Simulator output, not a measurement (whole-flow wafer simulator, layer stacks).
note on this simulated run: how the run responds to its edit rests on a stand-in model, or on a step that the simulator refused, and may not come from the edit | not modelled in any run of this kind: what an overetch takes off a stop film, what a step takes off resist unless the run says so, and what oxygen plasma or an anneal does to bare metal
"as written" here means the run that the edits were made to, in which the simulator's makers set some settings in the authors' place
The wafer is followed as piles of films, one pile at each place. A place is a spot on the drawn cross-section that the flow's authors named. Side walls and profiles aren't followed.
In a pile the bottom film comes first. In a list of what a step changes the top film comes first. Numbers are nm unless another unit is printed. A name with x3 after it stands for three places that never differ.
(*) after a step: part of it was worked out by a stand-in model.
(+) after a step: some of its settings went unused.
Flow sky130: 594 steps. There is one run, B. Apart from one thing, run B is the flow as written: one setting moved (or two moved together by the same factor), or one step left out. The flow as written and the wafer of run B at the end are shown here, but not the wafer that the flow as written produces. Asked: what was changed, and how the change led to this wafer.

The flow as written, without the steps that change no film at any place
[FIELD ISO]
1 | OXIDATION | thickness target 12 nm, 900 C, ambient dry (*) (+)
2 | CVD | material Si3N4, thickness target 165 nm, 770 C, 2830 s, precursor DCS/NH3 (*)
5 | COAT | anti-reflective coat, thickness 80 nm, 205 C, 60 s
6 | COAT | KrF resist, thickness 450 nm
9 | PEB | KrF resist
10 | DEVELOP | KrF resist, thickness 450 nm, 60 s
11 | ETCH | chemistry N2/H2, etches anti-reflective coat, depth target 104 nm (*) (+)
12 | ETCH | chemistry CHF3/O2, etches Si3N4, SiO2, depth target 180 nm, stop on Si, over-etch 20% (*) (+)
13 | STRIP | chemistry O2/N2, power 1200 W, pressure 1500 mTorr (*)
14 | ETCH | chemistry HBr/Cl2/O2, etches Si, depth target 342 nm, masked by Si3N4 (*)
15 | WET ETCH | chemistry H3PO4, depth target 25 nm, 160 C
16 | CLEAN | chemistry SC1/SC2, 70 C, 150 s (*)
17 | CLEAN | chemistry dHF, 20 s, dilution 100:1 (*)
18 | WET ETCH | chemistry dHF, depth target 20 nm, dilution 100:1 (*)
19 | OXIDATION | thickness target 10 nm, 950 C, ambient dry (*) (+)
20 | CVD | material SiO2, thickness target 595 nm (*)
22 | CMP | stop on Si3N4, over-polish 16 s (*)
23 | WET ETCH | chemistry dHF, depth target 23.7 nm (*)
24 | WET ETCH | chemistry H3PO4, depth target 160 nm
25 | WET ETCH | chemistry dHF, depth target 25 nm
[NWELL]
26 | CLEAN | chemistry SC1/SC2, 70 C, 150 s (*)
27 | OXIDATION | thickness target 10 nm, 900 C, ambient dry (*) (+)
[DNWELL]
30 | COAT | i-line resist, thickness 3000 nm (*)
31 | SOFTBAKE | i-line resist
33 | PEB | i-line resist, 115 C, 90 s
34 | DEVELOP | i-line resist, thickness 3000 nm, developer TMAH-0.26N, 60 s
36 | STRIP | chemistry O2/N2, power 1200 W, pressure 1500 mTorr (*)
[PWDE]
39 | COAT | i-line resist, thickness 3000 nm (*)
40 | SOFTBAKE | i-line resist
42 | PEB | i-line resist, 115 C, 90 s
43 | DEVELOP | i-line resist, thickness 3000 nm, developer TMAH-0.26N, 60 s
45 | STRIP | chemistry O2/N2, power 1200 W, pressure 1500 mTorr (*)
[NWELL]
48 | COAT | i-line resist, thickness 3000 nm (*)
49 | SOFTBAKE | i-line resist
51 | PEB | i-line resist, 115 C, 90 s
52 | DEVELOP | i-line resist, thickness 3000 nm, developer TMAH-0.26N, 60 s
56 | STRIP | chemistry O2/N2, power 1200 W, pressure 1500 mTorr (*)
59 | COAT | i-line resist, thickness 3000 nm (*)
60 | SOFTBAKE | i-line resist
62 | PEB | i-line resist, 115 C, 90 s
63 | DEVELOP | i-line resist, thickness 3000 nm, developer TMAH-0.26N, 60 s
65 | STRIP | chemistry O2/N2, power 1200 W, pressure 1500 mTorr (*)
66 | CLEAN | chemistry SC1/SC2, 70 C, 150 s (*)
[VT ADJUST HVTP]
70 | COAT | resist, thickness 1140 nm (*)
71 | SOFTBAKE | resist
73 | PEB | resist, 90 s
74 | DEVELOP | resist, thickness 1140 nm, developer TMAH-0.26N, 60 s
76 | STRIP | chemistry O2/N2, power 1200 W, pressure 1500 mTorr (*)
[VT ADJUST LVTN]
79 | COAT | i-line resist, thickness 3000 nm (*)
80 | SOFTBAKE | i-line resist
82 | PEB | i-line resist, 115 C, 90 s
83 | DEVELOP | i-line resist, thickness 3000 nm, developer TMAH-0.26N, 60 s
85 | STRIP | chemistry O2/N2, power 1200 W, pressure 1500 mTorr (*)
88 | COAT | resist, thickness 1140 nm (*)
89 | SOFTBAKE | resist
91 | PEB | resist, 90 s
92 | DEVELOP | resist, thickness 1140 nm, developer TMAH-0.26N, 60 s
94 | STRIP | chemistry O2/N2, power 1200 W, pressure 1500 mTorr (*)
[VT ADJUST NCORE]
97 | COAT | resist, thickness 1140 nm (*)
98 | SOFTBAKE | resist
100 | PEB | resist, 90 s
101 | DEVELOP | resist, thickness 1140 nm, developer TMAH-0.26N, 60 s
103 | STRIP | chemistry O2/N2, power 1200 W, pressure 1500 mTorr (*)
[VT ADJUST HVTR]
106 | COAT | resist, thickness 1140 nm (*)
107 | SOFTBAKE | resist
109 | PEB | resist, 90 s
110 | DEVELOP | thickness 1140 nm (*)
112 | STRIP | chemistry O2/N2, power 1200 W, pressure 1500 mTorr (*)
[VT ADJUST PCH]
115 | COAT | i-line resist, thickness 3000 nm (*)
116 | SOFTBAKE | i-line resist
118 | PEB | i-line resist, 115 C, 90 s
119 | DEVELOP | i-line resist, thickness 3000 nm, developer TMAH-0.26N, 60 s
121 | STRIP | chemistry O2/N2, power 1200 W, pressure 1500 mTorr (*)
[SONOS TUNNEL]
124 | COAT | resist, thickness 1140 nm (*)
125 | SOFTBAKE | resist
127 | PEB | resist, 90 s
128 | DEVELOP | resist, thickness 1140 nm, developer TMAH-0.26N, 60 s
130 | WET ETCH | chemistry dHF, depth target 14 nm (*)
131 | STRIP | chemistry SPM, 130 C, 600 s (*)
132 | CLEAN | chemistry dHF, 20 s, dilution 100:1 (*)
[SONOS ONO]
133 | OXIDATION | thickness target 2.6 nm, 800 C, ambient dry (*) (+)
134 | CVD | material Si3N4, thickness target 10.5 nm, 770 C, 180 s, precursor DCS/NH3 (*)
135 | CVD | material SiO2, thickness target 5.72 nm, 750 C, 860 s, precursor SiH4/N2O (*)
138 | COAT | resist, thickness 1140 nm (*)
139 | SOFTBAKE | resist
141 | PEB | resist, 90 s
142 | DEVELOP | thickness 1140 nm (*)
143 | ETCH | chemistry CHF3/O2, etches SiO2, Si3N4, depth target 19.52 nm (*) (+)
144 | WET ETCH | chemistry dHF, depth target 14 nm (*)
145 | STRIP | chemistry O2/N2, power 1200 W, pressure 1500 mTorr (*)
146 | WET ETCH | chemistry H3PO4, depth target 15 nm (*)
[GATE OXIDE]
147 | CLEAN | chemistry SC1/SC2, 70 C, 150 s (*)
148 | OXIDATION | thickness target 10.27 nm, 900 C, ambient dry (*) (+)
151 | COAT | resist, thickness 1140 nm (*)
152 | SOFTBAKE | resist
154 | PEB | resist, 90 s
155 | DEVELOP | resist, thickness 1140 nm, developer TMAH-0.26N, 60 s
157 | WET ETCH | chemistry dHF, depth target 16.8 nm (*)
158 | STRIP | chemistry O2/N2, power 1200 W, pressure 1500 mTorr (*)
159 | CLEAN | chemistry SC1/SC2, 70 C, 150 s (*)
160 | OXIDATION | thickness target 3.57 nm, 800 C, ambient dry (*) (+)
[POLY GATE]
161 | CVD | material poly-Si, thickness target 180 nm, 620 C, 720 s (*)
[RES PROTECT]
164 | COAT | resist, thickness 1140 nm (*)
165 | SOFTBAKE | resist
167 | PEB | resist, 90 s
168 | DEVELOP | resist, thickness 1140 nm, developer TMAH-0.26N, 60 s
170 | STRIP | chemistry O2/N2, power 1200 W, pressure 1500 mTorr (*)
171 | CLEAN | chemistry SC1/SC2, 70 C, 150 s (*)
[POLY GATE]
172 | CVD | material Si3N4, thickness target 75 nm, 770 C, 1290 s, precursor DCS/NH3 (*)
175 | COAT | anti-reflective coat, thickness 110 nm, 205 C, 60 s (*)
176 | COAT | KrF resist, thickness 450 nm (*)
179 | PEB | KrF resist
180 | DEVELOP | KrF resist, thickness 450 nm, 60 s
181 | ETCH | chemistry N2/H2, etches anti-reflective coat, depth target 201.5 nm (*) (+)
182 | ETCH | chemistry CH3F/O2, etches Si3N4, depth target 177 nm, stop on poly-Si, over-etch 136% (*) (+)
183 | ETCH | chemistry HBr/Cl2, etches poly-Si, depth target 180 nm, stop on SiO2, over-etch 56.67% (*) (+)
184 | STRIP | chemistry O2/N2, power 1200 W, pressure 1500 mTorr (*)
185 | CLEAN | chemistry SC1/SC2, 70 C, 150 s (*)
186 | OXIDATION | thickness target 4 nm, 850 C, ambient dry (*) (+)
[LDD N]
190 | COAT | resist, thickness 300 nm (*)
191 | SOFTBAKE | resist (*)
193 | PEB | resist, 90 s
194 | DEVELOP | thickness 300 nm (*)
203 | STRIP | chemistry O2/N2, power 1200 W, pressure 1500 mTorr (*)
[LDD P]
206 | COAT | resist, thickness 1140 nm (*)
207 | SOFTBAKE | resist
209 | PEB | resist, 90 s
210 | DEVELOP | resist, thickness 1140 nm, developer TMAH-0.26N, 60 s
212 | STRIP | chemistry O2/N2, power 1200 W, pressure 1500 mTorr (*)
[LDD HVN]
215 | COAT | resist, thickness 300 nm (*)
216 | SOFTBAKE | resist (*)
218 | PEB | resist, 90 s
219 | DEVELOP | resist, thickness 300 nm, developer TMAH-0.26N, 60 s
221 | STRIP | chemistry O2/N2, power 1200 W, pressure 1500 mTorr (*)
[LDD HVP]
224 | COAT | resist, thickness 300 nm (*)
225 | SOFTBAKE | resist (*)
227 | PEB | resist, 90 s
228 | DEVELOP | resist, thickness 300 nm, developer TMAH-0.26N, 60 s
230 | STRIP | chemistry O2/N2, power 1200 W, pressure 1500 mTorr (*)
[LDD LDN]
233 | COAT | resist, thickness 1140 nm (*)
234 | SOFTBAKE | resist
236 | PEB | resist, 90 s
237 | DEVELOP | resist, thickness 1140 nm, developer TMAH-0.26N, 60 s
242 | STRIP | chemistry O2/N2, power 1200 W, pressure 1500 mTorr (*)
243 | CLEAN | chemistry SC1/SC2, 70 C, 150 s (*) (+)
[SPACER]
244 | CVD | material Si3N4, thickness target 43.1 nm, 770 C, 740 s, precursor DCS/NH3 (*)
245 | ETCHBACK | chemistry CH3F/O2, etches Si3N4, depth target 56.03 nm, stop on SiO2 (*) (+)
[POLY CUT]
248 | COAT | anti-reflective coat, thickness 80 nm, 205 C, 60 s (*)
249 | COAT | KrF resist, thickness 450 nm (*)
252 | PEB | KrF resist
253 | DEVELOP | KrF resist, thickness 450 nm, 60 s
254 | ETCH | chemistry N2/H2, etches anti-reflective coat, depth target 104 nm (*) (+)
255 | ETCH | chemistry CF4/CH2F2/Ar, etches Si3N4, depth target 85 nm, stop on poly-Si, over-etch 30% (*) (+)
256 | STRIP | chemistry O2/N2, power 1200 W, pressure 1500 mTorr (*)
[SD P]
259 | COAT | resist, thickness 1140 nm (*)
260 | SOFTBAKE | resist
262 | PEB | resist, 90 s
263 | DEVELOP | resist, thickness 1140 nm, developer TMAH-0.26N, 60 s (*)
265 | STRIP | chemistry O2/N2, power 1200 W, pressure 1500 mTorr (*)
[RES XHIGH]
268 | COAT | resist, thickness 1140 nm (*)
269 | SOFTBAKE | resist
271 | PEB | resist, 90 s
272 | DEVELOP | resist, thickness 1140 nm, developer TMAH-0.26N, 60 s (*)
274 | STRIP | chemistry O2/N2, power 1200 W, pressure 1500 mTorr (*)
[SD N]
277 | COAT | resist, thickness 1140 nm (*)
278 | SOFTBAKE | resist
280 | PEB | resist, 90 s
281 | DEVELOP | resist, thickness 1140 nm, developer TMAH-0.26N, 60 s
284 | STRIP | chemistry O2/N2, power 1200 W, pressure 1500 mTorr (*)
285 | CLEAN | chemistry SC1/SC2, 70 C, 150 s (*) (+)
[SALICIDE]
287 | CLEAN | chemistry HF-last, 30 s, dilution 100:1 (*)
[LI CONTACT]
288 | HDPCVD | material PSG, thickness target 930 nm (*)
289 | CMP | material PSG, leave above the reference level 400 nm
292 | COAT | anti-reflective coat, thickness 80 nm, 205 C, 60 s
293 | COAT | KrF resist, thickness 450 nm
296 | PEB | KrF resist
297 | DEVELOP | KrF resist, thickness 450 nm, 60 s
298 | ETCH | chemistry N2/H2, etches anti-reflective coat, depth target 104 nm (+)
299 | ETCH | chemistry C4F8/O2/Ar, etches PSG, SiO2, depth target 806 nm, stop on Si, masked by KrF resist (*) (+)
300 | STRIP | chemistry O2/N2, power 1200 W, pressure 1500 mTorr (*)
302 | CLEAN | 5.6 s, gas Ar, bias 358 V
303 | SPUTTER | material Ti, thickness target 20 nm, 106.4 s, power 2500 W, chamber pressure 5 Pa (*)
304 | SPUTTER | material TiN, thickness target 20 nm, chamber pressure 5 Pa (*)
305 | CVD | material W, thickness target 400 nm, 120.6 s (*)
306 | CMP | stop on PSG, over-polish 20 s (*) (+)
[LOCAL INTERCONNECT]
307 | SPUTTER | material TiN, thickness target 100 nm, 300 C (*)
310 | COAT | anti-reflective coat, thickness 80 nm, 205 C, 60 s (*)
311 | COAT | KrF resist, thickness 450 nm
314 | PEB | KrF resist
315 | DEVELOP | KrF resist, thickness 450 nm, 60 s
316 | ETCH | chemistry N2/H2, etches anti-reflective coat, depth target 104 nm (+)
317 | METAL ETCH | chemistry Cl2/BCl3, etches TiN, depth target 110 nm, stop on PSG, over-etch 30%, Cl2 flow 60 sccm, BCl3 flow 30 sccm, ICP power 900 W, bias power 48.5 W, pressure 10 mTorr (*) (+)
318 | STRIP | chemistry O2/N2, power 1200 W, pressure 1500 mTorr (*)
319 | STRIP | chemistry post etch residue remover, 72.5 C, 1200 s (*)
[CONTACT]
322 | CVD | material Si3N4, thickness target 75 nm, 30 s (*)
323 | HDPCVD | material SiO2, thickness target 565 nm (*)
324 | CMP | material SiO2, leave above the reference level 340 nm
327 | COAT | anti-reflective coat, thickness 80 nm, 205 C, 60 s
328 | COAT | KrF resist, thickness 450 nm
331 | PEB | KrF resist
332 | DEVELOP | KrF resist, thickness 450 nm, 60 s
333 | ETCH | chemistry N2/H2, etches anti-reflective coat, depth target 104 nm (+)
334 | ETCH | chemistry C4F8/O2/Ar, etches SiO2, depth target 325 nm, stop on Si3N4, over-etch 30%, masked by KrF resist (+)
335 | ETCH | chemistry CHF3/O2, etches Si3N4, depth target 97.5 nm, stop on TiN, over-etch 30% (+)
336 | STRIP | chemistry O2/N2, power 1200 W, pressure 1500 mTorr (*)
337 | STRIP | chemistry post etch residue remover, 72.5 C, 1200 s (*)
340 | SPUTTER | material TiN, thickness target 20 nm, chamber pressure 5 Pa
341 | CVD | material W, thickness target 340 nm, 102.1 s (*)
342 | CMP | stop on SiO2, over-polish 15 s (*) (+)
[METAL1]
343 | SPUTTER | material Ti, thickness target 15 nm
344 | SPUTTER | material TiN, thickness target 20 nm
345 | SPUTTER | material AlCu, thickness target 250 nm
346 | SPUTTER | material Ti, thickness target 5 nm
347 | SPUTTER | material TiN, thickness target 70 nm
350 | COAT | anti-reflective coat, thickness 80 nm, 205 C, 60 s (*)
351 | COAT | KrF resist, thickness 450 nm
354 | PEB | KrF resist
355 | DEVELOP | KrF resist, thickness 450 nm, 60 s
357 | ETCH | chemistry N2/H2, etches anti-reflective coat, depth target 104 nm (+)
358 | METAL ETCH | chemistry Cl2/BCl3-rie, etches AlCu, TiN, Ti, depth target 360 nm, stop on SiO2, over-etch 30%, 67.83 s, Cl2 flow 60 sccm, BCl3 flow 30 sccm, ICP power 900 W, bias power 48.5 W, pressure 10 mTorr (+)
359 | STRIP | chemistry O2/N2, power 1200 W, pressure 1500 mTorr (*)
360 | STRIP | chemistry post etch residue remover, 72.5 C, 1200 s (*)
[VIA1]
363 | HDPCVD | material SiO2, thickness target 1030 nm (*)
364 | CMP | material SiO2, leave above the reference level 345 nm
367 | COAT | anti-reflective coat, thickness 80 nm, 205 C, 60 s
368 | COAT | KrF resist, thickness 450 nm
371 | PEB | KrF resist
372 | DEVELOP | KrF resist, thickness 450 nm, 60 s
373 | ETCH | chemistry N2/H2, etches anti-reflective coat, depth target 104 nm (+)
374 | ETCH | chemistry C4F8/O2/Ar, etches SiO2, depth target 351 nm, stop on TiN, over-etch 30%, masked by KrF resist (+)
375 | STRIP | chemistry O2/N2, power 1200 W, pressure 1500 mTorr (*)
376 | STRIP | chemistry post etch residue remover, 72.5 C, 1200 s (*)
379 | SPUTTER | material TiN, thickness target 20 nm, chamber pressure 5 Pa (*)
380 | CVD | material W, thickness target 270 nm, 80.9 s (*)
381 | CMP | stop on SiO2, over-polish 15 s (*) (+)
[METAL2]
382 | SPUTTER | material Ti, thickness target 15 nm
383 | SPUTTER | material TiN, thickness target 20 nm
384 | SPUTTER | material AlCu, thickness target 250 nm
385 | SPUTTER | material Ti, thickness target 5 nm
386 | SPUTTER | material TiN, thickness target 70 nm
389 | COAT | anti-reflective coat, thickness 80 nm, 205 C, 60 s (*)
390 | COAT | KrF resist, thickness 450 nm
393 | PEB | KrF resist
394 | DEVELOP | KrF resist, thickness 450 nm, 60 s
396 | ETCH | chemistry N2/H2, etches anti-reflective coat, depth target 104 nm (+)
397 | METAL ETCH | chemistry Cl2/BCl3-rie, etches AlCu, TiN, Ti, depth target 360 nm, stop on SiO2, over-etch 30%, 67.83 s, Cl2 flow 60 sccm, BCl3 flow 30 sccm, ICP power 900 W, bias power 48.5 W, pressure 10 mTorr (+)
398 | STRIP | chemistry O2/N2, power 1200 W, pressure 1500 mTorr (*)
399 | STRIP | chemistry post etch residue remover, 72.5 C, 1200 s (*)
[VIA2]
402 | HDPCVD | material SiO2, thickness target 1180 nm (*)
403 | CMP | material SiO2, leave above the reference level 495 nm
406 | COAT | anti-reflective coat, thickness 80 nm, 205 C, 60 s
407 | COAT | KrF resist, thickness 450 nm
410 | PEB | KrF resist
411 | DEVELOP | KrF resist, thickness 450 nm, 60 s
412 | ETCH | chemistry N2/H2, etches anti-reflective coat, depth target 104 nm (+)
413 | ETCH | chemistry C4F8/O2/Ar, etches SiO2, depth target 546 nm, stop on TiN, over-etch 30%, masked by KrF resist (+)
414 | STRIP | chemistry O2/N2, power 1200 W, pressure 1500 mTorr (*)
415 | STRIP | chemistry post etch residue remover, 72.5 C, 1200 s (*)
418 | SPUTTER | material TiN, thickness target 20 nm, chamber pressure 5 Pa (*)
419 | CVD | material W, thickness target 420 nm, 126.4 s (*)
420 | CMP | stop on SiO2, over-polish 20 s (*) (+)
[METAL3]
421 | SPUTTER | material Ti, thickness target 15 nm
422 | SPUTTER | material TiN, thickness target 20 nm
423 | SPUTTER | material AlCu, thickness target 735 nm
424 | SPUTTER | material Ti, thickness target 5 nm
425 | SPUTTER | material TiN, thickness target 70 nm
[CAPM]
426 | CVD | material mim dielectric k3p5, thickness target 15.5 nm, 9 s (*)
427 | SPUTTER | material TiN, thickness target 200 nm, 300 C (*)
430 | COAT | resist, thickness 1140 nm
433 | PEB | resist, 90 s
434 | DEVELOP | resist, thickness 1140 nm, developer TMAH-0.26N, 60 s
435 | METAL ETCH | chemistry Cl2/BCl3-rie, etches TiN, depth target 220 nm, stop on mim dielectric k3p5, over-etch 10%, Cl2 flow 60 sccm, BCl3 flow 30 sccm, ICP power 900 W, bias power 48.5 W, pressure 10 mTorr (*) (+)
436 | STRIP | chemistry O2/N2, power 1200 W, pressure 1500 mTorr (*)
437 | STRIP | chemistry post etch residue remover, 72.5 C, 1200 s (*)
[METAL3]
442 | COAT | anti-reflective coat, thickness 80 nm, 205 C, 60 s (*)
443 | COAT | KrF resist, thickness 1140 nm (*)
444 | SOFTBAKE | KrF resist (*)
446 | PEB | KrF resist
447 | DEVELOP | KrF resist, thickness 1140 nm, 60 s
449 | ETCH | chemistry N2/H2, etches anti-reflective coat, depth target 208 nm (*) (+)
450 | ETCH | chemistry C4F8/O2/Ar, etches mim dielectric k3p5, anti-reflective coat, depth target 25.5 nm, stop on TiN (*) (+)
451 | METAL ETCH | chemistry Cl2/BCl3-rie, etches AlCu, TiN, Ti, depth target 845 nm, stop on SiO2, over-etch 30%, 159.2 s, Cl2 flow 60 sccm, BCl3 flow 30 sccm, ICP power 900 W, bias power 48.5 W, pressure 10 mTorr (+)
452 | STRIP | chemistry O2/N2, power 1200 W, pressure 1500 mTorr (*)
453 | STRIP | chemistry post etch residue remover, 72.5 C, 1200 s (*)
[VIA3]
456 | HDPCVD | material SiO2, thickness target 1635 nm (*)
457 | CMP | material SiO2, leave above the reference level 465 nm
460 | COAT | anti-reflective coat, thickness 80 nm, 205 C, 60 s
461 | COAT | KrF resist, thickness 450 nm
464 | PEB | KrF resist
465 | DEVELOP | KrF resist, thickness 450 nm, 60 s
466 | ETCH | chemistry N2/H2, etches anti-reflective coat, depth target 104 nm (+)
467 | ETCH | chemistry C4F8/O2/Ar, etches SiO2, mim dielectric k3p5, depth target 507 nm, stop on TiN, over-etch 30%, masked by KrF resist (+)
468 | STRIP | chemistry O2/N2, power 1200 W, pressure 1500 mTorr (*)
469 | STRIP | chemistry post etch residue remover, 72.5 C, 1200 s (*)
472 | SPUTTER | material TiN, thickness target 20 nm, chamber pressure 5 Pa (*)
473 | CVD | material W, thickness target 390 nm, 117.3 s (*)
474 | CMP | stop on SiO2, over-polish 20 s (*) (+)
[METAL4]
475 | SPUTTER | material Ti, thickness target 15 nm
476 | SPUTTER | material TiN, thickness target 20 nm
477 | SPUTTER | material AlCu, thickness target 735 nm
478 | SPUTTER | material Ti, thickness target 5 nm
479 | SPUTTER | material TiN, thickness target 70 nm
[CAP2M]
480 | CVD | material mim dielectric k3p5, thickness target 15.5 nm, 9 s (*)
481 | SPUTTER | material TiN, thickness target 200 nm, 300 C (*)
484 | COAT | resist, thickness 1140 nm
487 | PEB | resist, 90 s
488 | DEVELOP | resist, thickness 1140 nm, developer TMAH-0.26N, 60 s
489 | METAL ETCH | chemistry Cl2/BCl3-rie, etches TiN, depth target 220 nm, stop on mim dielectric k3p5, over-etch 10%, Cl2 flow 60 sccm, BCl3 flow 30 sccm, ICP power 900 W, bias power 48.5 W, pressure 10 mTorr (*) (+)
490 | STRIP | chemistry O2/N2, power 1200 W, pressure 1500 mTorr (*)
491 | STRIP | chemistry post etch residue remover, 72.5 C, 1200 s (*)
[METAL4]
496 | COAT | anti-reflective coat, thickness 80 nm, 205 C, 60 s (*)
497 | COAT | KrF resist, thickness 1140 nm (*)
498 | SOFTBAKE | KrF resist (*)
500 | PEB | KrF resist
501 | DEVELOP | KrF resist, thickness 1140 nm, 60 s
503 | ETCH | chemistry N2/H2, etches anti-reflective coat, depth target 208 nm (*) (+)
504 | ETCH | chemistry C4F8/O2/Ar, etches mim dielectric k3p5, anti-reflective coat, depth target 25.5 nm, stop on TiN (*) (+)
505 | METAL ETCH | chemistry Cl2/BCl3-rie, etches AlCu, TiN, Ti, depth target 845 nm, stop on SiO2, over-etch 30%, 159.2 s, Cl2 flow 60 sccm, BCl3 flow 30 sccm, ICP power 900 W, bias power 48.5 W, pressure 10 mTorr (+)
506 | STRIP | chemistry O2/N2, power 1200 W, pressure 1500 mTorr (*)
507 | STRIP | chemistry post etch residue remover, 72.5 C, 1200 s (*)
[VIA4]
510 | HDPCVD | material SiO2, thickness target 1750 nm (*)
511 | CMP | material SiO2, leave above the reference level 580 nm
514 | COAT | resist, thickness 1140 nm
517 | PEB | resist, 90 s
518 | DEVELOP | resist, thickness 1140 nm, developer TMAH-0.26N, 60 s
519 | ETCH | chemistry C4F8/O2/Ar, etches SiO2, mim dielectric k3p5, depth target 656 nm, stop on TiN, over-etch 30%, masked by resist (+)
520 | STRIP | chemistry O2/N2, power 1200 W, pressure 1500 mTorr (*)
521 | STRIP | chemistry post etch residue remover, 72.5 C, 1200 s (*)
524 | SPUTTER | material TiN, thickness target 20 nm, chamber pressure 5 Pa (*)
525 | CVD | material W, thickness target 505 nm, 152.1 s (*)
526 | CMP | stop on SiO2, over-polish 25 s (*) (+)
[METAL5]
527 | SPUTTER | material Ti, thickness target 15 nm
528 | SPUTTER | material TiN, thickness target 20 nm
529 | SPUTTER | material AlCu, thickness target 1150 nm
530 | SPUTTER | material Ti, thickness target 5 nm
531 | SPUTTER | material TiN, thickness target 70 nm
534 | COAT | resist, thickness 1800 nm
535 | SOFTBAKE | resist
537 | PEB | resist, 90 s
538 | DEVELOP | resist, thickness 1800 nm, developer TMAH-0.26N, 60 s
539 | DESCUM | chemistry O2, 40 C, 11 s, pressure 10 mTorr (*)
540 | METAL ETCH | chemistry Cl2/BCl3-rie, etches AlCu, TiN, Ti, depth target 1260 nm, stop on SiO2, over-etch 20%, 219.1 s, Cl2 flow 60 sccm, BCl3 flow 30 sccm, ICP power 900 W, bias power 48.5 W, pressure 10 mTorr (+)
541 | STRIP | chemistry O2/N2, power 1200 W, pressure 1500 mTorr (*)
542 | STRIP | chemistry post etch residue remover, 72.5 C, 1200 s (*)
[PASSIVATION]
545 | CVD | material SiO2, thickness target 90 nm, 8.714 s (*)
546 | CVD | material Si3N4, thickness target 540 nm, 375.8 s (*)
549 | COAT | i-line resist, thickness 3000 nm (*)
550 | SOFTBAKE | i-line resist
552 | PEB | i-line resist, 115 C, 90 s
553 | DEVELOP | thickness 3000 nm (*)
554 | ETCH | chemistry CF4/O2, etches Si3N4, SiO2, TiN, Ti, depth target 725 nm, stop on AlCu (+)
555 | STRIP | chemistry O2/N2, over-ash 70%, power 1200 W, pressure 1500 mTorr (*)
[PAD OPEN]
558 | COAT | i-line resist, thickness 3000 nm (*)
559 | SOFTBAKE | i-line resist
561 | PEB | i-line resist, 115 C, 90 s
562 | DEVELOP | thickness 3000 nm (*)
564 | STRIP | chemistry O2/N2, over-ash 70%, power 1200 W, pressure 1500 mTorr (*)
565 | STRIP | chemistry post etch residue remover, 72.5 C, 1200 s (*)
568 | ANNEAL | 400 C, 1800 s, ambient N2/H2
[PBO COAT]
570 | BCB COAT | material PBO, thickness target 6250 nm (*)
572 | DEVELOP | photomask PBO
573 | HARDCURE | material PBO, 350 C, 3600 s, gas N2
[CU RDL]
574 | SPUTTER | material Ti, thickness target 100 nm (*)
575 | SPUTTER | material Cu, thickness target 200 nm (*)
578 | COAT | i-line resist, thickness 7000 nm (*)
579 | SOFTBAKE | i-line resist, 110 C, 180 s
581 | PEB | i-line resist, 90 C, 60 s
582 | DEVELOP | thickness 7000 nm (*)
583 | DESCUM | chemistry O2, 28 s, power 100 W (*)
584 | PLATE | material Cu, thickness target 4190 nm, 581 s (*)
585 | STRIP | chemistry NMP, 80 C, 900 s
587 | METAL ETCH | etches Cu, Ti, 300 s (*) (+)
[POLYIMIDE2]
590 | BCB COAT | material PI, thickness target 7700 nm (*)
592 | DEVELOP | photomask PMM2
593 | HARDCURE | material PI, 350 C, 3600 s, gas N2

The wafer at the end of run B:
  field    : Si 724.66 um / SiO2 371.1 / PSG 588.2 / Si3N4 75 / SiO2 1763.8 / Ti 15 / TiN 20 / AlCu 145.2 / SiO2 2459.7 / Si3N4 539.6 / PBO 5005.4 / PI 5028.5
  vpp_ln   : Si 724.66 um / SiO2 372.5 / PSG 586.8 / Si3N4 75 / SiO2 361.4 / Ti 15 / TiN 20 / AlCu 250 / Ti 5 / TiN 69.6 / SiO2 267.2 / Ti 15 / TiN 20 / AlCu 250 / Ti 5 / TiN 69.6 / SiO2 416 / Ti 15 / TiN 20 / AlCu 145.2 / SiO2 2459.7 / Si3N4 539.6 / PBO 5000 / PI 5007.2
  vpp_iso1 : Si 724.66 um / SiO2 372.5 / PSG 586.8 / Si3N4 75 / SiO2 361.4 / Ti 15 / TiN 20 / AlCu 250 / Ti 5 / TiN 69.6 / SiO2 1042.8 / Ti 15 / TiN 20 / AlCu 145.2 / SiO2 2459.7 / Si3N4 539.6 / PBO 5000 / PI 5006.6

The reason: step 451, METAL ETCH: depth target 507 nm was run, whereas the flow has depth target 845 nm.

The path from the change to this, step by step:
  451 | METAL ETCH | chemistry Cl2/BCl3-rie, etches AlCu, TiN, Ti, depth target 845 nm, stop on SiO2, over-etch 30%, 159.2 s, Cl2 flow 60 sccm, BCl3 flow 30 sccm, ICP power 900 W, bias power 48.5 W, pressure 10 mTorr (+)
      field, active, gate and 69 more: -70 TiN (all of it), -5 Ti (all of it), -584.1 AlCu (in the flow as written it would be: -70 TiN (all of it), -5 Ti (all of it), -735 AlCu (all of it), -20 TiN (all of it), -15 Ti (all of it), -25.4 SiO2)
      vpp_ln, vpp_iso2, ndiff_ln and 10 more: -70 TiN (all of it), -5 Ti (all of it), -584.1 AlCu (in the flow as written it would be: -70 TiN (all of it), -5 Ti (all of it), -735 AlCu (all of it), -20 TiN (all of it), -15 Ti (all of it), -25.3 SiO2)
      (and at 107 other places as well)
  452 | STRIP | chemistry O2/N2, power 1200 W, pressure 1500 mTorr (*)
      n_well, p_well, gate_hv and 80 more: -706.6 KrF resist (all of it), -80 anti-reflective coat (all of it) (in the flow as written it would be: -486.9 KrF resist (all of it), -80 anti-reflective coat (all of it))
      m1, via2_hole: -706.7 KrF resist (all of it), -80.5 anti-reflective coat (all of it) (in the flow as written it would be: -487 KrF resist (all of it), -80.5 anti-reflective coat (all of it))
      (and at 22 other places as well)
  453 | STRIP | chemistry post etch residue remover, 72.5 C, 1200 s (*)
      field, active, gate and 82 more: -5.72 AlCu (in the flow as written it would be: nothing)
  456 | HDPCVD | material SiO2, thickness target 1635 nm (*)
      field, active, gate and 82 more: +1635 SiO2 (new film) (in the flow as written it would be: +1635 SiO2)
  457 | CMP | material SiO2, leave above the reference level 465 nm
      field, active, gate and 82 more: -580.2 SiO2 (in the flow as written it would be: -374.7 SiO2)
With metal films that touch counted as one body, field has 1 body; the flow as written gives 0 bodies.
With metal films that touch counted as one body, vpp_ln has 3 bodies (between them, from the top down: SiO2 416; SiO2 267.2); the flow as written gives 2 bodies (between them, from the top down: SiO2 267.2).
With metal films that touch counted as one body, vpp_iso1 has 2 bodies (between them, from the top down: SiO2 1042.8); the flow as written gives 1 body.
